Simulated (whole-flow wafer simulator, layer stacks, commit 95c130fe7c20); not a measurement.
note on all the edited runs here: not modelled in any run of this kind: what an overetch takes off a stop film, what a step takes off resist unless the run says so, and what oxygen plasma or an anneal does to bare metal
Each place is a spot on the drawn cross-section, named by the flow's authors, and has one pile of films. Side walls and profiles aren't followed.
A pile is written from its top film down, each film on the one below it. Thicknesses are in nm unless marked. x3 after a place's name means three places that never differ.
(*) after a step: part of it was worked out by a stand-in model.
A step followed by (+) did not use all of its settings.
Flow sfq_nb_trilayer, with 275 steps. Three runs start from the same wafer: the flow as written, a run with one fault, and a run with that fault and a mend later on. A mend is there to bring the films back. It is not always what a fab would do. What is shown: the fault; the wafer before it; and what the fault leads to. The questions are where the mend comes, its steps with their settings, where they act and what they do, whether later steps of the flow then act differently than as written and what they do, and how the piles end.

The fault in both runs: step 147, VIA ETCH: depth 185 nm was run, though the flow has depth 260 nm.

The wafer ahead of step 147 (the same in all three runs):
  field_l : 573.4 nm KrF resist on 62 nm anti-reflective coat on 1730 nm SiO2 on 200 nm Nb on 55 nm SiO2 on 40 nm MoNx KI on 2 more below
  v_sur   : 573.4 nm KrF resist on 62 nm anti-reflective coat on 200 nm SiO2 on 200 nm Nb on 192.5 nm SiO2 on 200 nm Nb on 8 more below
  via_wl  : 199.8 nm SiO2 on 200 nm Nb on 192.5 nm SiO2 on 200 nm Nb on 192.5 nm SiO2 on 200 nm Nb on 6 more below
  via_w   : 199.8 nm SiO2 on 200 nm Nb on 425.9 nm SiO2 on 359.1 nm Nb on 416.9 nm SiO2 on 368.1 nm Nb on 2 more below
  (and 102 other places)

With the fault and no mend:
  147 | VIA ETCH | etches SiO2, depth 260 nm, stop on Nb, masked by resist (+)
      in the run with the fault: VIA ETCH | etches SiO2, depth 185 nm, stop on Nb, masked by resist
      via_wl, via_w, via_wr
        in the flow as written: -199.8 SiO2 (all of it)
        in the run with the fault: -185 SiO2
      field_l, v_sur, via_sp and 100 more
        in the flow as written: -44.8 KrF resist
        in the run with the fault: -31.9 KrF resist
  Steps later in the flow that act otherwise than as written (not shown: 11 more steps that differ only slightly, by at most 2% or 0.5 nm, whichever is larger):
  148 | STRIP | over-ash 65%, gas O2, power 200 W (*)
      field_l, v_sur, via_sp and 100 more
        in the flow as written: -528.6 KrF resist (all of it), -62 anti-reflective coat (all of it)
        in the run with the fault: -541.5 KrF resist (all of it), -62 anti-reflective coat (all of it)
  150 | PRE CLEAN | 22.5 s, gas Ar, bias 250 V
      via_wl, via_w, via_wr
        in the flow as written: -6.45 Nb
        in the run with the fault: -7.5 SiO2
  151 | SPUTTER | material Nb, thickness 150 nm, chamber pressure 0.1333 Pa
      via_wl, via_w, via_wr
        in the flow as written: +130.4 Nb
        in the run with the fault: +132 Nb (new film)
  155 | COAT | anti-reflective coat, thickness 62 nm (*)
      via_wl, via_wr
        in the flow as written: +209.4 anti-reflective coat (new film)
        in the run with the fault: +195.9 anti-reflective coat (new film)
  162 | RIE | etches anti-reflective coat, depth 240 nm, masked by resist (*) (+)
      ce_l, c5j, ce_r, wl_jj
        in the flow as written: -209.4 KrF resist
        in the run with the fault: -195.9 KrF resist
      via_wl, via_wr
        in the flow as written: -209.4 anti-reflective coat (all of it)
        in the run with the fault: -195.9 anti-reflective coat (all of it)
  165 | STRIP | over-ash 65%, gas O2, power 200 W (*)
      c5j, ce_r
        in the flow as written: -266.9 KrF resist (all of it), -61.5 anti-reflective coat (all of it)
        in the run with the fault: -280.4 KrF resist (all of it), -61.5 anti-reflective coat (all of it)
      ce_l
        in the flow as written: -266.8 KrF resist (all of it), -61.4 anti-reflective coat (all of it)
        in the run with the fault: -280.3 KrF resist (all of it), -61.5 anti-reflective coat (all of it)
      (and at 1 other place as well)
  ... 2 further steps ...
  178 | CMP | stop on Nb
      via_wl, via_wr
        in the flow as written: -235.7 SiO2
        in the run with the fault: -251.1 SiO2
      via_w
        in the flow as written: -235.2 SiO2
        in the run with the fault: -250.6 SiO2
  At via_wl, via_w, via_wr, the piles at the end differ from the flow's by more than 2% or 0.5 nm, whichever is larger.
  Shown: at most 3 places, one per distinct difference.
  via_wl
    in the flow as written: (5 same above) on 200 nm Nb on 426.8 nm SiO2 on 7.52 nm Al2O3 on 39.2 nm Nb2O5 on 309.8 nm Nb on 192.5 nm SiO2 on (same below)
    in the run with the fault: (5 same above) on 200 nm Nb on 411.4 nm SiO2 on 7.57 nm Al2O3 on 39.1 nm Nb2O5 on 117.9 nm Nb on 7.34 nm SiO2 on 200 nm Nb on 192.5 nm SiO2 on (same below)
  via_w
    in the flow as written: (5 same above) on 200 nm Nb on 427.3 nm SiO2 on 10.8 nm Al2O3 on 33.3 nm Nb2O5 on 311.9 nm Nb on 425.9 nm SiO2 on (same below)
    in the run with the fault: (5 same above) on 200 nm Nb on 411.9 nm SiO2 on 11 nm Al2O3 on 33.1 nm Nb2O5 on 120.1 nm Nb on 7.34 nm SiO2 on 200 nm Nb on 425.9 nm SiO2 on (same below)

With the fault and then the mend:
  After step 147 comes the mend.
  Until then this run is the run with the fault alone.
  147a | VIA ETCH | etches SiO2, depth 75 nm, stop on Nb, masked by resist (+) (a further turn of the flow's step 147, with different settings)
      field_l, v_sur, via_sp and 100 more
        -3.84 KrF resist
      via_wl, via_w, via_wr
        -14.8 SiO2 (all of it)
  Every later step of the flow that is run acts as written, at every place that is followed, to within 2% or 0.5 nm, whichever is larger.
  By the end, the piles equal the flow's at every place that both follow.
